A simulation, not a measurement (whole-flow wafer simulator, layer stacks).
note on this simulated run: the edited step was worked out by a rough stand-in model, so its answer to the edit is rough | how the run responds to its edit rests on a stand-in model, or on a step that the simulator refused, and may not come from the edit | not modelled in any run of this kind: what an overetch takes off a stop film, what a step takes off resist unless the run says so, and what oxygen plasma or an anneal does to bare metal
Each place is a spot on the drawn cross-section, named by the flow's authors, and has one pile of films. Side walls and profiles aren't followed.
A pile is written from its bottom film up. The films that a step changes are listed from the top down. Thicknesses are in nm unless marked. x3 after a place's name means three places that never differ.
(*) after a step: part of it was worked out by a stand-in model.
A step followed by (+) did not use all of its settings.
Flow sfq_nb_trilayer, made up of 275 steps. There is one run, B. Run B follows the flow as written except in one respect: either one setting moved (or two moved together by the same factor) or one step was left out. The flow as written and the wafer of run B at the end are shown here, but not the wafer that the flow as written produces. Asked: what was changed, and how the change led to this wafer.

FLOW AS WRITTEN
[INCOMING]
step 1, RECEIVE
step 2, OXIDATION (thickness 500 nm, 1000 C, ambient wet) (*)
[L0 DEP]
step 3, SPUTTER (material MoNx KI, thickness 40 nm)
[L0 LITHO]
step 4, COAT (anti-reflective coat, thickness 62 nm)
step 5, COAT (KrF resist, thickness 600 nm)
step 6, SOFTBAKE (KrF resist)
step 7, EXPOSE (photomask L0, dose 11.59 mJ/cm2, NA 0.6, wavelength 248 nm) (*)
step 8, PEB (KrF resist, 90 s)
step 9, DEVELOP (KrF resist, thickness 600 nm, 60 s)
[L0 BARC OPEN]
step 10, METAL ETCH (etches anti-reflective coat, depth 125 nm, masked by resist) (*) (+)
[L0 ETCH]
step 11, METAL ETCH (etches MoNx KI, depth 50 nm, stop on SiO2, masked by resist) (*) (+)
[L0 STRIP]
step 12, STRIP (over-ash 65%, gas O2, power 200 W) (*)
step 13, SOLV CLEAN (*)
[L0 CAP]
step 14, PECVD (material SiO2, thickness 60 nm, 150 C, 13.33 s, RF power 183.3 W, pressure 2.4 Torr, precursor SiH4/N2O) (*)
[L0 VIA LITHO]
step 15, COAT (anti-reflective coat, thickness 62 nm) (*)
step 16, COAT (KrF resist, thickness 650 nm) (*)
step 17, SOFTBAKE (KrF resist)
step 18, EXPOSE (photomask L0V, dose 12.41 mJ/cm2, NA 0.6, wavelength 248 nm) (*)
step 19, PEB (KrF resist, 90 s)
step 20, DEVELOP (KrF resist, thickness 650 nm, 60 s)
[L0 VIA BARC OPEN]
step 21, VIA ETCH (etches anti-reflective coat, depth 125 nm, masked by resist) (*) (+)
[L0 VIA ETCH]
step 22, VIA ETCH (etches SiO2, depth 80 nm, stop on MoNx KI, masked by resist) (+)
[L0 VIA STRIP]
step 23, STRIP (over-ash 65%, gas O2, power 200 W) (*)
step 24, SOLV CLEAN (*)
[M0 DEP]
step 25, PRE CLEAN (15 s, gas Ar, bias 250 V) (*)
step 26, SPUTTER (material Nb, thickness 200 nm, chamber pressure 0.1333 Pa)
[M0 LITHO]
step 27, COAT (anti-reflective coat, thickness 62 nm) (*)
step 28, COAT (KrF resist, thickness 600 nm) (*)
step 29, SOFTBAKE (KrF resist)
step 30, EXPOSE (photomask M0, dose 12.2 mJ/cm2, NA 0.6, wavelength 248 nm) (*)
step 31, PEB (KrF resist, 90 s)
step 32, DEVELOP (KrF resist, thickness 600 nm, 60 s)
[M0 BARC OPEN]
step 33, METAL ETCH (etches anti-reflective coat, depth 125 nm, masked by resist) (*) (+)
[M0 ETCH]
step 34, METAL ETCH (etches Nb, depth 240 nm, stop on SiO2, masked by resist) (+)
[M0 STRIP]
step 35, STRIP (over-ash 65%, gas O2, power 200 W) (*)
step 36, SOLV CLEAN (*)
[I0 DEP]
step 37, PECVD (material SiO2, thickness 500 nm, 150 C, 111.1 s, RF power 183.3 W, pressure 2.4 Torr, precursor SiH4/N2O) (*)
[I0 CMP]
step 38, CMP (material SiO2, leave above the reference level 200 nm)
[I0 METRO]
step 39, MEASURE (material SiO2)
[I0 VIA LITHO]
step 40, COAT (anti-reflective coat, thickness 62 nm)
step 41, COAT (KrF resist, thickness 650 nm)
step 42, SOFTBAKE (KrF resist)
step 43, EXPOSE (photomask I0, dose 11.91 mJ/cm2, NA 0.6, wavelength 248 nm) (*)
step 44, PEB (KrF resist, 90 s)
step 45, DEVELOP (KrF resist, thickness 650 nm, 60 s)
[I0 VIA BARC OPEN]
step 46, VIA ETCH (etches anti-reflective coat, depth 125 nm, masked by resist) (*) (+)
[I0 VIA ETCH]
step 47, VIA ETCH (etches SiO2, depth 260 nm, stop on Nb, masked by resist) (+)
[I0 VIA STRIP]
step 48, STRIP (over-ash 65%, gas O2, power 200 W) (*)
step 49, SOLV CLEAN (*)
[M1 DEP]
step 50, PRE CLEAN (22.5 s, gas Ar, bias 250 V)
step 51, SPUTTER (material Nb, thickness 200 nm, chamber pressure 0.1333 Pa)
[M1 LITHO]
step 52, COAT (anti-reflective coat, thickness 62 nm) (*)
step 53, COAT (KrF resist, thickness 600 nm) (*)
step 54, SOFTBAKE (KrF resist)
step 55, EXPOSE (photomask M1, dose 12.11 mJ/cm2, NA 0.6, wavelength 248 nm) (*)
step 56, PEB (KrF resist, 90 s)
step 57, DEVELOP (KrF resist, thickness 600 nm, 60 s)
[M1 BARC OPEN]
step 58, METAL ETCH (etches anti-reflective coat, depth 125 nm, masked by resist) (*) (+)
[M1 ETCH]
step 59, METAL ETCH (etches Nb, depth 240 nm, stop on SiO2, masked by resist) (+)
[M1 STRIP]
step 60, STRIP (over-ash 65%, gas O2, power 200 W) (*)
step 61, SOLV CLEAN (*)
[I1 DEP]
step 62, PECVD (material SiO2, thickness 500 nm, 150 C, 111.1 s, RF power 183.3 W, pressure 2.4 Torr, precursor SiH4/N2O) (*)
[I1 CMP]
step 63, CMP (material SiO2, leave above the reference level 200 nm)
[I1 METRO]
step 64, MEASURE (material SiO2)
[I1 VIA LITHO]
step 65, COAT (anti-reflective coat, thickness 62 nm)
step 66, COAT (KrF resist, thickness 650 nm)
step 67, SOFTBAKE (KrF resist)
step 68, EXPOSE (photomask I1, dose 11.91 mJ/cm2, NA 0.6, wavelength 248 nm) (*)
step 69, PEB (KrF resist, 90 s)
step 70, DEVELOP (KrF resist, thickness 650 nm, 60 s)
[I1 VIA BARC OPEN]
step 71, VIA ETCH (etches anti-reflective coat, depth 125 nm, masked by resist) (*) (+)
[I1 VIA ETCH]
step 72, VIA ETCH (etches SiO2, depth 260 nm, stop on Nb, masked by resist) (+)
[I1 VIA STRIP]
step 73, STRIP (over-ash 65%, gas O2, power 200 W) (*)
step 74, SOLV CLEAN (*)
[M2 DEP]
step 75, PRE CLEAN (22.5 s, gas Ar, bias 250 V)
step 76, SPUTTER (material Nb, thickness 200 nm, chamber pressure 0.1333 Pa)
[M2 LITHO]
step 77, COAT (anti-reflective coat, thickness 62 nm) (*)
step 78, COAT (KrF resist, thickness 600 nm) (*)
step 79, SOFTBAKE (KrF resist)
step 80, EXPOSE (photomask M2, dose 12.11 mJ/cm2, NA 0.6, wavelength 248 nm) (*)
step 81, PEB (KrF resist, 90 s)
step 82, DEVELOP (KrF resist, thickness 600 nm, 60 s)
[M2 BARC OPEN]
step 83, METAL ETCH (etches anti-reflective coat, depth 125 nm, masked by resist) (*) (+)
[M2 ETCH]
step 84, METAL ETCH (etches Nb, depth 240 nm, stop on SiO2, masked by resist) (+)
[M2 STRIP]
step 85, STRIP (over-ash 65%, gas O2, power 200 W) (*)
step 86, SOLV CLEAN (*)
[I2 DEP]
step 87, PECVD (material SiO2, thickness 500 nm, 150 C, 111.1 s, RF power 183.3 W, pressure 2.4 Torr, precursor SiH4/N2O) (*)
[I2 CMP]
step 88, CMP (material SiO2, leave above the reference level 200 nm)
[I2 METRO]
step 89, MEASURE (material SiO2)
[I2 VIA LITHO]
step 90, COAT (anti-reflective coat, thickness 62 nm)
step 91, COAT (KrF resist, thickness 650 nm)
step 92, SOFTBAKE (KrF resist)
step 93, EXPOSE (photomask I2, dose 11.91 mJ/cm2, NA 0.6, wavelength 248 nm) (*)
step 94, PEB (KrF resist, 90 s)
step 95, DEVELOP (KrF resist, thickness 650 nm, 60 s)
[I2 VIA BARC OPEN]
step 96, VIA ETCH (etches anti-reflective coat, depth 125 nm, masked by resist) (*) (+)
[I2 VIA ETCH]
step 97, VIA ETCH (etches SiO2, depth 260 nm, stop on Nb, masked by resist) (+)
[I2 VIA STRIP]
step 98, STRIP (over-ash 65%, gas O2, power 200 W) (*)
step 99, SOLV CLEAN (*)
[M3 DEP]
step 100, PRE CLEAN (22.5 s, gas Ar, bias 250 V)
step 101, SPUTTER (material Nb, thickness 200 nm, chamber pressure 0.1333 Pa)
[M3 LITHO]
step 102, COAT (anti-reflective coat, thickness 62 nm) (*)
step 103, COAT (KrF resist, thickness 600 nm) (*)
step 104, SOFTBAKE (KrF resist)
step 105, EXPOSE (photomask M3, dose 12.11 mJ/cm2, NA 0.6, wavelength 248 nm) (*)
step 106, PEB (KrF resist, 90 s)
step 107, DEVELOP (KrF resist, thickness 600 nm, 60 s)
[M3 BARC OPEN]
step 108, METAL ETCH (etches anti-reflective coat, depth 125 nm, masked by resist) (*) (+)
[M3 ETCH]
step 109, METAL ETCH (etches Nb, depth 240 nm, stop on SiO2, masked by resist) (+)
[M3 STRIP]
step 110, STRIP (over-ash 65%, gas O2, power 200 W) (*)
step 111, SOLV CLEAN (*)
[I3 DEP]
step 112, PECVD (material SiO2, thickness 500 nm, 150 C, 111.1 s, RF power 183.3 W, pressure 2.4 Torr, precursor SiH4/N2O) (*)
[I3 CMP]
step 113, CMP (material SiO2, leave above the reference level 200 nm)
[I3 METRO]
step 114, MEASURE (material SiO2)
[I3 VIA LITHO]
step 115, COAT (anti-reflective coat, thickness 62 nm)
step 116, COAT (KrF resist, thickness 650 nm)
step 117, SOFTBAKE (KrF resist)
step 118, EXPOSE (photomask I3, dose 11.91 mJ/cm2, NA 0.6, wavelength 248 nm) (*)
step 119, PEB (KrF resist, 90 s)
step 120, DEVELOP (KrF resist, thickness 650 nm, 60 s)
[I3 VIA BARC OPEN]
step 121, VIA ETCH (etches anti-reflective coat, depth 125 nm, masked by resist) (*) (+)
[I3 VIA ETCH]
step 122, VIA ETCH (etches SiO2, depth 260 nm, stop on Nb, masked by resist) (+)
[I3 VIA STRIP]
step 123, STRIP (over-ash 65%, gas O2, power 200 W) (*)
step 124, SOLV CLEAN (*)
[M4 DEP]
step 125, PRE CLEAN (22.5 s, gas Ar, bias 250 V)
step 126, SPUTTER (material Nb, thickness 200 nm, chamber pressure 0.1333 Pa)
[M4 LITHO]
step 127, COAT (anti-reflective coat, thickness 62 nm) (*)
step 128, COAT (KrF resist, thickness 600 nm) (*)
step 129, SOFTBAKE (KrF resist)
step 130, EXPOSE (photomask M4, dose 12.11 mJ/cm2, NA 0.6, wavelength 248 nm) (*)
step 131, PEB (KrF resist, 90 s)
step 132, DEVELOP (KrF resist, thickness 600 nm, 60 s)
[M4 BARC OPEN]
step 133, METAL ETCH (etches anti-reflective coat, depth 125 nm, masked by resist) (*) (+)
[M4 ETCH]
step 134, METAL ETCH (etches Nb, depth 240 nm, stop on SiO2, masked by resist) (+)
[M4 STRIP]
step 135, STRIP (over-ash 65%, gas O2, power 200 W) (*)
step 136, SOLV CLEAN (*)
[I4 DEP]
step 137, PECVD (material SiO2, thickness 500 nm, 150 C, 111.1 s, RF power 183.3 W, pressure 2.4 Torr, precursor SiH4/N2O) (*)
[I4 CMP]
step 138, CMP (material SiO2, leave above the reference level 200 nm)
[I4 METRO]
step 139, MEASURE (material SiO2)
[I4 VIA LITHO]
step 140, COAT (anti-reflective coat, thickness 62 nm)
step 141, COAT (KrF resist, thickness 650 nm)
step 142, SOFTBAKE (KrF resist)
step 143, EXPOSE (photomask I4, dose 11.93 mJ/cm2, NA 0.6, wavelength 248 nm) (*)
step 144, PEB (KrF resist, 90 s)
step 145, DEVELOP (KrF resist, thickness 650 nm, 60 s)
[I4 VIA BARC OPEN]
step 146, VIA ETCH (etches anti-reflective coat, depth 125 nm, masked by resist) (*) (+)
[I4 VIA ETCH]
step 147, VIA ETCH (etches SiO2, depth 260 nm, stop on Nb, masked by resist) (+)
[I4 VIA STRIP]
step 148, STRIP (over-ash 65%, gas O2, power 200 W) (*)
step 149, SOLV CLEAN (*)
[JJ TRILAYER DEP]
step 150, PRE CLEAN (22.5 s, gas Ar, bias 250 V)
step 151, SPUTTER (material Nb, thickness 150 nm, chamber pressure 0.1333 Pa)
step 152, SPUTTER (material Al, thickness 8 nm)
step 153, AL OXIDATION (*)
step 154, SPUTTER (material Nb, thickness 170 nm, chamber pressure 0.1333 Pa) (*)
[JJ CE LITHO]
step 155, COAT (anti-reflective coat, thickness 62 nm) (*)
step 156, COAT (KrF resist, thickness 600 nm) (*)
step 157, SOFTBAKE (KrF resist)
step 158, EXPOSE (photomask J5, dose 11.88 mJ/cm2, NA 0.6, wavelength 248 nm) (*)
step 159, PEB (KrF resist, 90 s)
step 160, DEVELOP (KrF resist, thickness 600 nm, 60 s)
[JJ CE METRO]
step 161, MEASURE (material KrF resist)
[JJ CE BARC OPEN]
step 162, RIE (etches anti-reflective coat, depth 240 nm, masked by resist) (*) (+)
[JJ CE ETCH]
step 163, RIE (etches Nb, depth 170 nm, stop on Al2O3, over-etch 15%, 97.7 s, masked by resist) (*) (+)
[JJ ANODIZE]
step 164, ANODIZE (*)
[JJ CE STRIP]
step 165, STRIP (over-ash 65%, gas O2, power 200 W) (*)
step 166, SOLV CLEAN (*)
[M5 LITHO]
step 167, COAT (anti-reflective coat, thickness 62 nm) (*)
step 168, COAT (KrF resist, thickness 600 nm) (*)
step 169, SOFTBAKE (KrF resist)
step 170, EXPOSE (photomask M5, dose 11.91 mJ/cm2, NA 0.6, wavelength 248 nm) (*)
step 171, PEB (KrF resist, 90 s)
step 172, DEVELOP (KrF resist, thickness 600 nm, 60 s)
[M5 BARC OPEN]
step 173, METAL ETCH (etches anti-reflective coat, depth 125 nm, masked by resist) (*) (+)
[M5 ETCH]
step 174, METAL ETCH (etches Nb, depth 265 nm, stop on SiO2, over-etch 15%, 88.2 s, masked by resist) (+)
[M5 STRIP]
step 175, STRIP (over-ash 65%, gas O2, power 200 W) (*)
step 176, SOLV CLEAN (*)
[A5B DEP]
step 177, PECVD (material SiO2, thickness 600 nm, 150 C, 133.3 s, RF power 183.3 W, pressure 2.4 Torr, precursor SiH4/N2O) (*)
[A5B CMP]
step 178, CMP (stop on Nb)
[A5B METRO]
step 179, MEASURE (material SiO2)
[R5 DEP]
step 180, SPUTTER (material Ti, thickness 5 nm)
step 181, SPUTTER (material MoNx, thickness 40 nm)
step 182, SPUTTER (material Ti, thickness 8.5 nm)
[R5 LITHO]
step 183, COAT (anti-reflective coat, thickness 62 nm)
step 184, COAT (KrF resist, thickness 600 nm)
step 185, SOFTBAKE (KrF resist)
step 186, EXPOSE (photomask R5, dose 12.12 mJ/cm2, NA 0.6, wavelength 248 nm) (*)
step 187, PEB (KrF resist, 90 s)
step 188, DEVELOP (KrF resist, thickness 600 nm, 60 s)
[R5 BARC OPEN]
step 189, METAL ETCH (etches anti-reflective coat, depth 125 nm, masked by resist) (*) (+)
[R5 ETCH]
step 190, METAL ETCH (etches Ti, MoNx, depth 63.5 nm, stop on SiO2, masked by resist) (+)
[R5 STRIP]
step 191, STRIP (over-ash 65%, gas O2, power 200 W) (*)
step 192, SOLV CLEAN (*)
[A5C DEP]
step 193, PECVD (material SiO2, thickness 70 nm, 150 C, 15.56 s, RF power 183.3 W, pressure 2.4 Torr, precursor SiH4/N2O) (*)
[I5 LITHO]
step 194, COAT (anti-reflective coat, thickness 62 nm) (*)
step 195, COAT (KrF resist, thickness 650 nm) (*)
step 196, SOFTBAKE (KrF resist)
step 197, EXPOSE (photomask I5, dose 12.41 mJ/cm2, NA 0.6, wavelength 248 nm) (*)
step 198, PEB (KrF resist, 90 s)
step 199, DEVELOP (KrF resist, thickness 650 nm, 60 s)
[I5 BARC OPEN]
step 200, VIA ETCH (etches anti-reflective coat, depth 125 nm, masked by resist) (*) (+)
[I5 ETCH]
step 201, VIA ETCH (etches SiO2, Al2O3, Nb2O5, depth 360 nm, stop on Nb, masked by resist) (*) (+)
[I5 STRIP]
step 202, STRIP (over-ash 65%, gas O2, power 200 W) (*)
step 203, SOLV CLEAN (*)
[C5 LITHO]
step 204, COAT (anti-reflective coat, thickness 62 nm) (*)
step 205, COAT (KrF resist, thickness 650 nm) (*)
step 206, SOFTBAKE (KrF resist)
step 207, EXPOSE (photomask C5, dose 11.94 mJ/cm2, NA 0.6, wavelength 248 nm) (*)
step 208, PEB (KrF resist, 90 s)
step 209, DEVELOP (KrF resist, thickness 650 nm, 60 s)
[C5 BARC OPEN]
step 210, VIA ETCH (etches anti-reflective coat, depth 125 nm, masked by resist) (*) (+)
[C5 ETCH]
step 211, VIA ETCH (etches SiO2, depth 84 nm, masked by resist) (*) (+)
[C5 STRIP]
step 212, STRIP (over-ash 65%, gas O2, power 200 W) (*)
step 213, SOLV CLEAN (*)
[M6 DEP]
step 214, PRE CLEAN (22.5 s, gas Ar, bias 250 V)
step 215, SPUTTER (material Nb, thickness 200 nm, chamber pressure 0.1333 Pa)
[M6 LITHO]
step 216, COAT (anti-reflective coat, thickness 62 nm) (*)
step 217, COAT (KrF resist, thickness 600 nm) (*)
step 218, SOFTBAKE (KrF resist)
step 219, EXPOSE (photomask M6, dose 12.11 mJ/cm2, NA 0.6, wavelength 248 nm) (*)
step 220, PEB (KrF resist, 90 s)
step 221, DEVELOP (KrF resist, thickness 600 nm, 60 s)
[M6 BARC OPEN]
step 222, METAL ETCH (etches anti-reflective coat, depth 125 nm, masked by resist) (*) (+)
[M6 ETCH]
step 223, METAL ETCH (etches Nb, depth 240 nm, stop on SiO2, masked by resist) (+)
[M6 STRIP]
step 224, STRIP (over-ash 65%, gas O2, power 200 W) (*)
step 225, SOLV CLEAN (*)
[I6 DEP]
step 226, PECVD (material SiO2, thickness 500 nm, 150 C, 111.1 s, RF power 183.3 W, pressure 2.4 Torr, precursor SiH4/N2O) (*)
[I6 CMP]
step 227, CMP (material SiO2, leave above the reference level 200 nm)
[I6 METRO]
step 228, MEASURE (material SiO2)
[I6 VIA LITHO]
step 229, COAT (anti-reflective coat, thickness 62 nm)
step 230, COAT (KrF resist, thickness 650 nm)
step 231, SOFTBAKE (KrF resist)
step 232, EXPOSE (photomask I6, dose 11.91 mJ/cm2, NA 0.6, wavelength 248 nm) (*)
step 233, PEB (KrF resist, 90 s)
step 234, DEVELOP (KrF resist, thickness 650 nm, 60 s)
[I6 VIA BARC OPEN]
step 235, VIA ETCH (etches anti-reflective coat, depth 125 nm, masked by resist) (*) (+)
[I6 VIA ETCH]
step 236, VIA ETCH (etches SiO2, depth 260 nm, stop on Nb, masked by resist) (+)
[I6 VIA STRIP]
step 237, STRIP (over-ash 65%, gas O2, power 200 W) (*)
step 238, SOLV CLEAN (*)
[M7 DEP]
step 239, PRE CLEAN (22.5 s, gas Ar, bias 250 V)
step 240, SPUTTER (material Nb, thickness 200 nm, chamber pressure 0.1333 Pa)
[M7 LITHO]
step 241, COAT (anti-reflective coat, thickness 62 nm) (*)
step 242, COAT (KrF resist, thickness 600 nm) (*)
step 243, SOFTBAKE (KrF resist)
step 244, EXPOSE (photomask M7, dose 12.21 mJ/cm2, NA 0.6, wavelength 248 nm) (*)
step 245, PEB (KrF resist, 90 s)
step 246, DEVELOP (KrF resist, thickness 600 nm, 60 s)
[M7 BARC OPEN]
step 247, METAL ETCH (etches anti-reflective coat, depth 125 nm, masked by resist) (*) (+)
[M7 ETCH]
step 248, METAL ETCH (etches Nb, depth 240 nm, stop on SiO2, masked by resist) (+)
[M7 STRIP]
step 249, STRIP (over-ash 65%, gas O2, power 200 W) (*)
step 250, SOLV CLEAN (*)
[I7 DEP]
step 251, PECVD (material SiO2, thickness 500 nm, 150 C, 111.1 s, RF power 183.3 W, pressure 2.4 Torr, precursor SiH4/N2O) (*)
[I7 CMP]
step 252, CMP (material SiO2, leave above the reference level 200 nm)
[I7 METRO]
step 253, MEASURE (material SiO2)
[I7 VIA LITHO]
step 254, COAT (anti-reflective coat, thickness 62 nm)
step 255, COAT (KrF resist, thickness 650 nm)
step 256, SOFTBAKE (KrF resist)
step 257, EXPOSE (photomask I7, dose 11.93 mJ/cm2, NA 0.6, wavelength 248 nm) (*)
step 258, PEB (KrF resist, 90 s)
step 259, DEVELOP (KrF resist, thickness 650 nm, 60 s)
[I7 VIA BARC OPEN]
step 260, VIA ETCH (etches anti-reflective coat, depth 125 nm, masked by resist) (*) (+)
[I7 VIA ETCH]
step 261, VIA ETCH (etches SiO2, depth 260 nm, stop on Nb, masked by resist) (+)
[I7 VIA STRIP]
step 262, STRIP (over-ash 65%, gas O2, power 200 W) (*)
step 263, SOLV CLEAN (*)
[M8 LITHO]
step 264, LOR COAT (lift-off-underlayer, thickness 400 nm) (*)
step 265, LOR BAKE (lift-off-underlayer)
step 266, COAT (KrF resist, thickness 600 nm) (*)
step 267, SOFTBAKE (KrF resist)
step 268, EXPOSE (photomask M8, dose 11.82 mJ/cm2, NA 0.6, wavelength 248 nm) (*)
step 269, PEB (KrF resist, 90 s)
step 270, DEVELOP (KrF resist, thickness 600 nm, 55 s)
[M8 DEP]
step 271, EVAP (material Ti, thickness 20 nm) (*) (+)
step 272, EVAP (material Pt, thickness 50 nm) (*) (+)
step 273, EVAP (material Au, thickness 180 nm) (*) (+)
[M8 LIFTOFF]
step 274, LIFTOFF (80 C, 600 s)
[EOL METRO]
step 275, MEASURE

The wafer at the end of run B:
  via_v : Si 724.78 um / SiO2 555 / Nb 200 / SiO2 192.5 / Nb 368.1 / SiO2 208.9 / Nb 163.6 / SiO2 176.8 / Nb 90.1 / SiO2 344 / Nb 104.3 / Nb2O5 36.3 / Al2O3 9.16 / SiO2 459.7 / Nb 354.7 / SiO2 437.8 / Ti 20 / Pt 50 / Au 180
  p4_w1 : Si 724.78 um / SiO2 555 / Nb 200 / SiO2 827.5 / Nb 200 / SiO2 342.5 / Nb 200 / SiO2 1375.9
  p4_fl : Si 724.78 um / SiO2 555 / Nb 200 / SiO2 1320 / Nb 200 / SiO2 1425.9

What caused this: step 87, PECVD: thickness 250 nm was run, whereas the flow has thickness 500 nm; step 87, PECVD: 55.56 s was run, where the flow has 111.1 s.

The path from the change to this, step by step:
  step 87, PECVD (material SiO2, thickness 500 nm, 150 C, 111.1 s, RF power 183.3 W, pressure 2.4 Torr, precursor SiH4/N2O) (*)
      field_l, be, be_sur and 81 more: SiO2 gains 250 (as written it would have been: SiO2 gains 500)
      v_sur, via_wl, via_w and 18 more: SiO2 gains 250 (new film) (as written it would have been: SiO2 gains 500 (new film))
      (also at 1 further place)
  step 88, CMP (material SiO2, leave above the reference level 200 nm)
      field_l, be, be_sur and 81 more: nothing (as written it would have been: SiO2 loses 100)
      via_v: nothing (as written it would have been: SiO2 loses 181.6)
      (also at 21 further places)
  step 90, COAT (anti-reflective coat, thickness 62 nm)
      m0r_space_l, m0r_space_r, m6r_space_l, m6r_space_r, m7r_space_l, m7r_space_r: anti-reflective coat gains 80 (new film) (as written it would have been: anti-reflective coat gains 62 (new film))
      p3_s1, p3_l2, p3_s2, p3_s5, p3_l6: anti-reflective coat gains 63.9 (new film) (as written it would have been: anti-reflective coat gains 62 (new film))
      (also at 68 further places)
  step 91, COAT (KrF resist, thickness 650 nm)
      m0r_line_l, m0r_line_r, m6r_line_l, m6r_line_r, m7r_line_l, m7r_line_r: KrF resist gains 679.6 (new film) (as written it would have been: KrF resist gains 650 (new film))
      m0r_space_l, m0r_space_r, m6r_space_l, m6r_space_r, m7r_space_l, m7r_space_r: KrF resist gains 669.1 (new film) (as written it would have been: KrF resist gains 650 (new film))
      (also at 52 further places)
  step 95, DEVELOP (KrF resist, thickness 650 nm, 60 s)
      via_w: KrF resist loses 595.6 (all of it) (as written it would have been: KrF resist loses 648.6 (all of it))
  step 96, VIA ETCH (etches anti-reflective coat, depth 125 nm, masked by resist) (*) (+)
      field_l, v_sur, via_wl and 102 more: KrF resist loses 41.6 (as written it would have been: KrF resist loses 51.7)
      via_w: anti-reflective coat loses 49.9 (all of it), SiO2 loses 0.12 (as written it would have been: anti-reflective coat loses 62 (all of it), SiO2 loses 0.16)
  step 98, STRIP (over-ash 65%, gas O2, power 200 W) (*)
      m0r_line_l, m0r_line_r, m6r_line_l, m6r_line_r, m7r_line_l, m7r_line_r: KrF resist loses 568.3 (all of it), anti-reflective coat loses 62.4 (all of it) (as written it would have been: KrF resist loses 528.6 (all of it), anti-reflective coat loses 62 (all of it))
      m0r_space_l, m0r_space_r, m6r_space_l, m6r_space_r, m7r_space_l, m7r_space_r: KrF resist loses 557.7 (all of it), anti-reflective coat loses 80 (all of it) (as written it would have been: KrF resist loses 528.6 (all of it), anti-reflective coat loses 62 (all of it))
      (also at 93 further places)
  step 101, SPUTTER (material Nb, thickness 200 nm, chamber pressure 0.1333 Pa)
      via_v: Nb gains 163.6 (new film) (as written it would have been: Nb gains 200 (new film))
  step 102, COAT (anti-reflective coat, thickness 62 nm) (*)
      p3_l2, p3_s2, p3_s5, p3_l6: anti-reflective coat gains 63.8 (new film) (as written it would have been: anti-reflective coat gains 62 (new film))
      wl_f_sr, wl_g_sl, wl_g_m5, l0r_line_l: anti-reflective coat gains 70.3 (new film) (as written it would have been: anti-reflective coat gains 62 (new film))
      (also at 71 further places)
  step 103, COAT (KrF resist, thickness 600 nm) (*)
      m0r_line_l, m6r_line_l, m7r_line_l: KrF resist gains 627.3 (new film) (as written it would have been: KrF resist gains 600 (new film))
      m0r_space_l, m6r_space_l, m7r_space_l: KrF resist gains 619.3 (new film) (as written it would have been: KrF resist gains 600 (new film))
      (also at 60 further places)
  step 107, DEVELOP (KrF resist, thickness 600 nm, 60 s)
      m0r_line_l, m6r_line_l, m7r_line_l: KrF resist loses 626 (all of it) (as written it would have been: KrF resist loses 598.7 (all of it))
      m0r_space_l, m6r_space_l, m7r_space_l: KrF resist loses 618 (all of it) (as written it would have been: KrF resist loses 598.7 (all of it))
      (also at 37 further places)
  step 108, METAL ETCH (etches anti-reflective coat, depth 125 nm, masked by resist) (*) (+)
      m5r_linepad_l, m5r_linepad_r, r5r_spacepad_l, r5r_spacepad_r: anti-reflective coat loses 125 (as written it would have been: anti-reflective coat loses 62 (all of it))
      v_sur, via_wl, via_w and 28 more: KrF resist loses 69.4 (as written it would have been: KrF resist loses 51.7)
      (also at 48 further places)
  step 109, METAL ETCH (etches Nb, depth 240 nm, stop on SiO2, masked by resist) (+)
      m5r_linepad_l, m5r_linepad_r: anti-reflective coat loses 16.3 (all of it), Nb loses 200 (all of it) (as written it would have been: Nb loses 200 (all of it))
      r5r_spacepad_l, r5r_spacepad_r: anti-reflective coat loses 17.1 (all of it), Nb loses 200 (all of it) (as written it would have been: Nb loses 200 (all of it))
  step 110, STRIP (over-ash 65%, gas O2, power 200 W) (*)
      v_sur: KrF resist loses 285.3 (all of it), anti-reflective coat loses 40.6 (all of it) (as written it would have been: KrF resist loses 365.3 (all of it), anti-reflective coat loses 61.1 (all of it))
      via_wl: KrF resist loses 299.1 (all of it), anti-reflective coat loses 28.9 (all of it) (as written it would have been: KrF resist loses 384.2 (all of it), anti-reflective coat loses 34.2 (all of it))
      (also at 28 further places)
  step 112, PECVD (material SiO2, thickness 500 nm, 150 C, 111.1 s, RF power 183.3 W, pressure 2.4 Torr, precursor SiH4/N2O) (*)
      via_v: SiO2 gains 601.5 (new film) (as written it would have been: SiO2 gains 500 (new film))
  step 113, CMP (material SiO2, leave above the reference level 200 nm)
      field_l, be, be_sur and 64 more: nothing (as written it would have been: SiO2 loses 100)
      p4_w1, p4_w2, p4_w3 and 6 more: SiO2 loses 150 (as written it would have been: SiO2 loses 300)
      (also at 9 further places)
  ... 32 other steps ...
  step 178, CMP (stop on Nb)
      via_v: SiO2 loses 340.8 (as written it would have been: SiO2 loses 453.5)
Taking metal films that touch as one body, via_v has 7 bodies (between them, from the top down: SiO2 437.8; SiO2 459.7 / Al2O3 9.16 / Nb2O5 36.3; SiO2 344; SiO2 176.8; SiO2 208.9; SiO2 192.5); the flow as written gives 6 bodies (between them, from the top down: SiO2 437.8; SiO2 209 / Al2O3 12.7 / Nb2O5 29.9; SiO2 425.9; SiO2 416.9; SiO2 192.5).
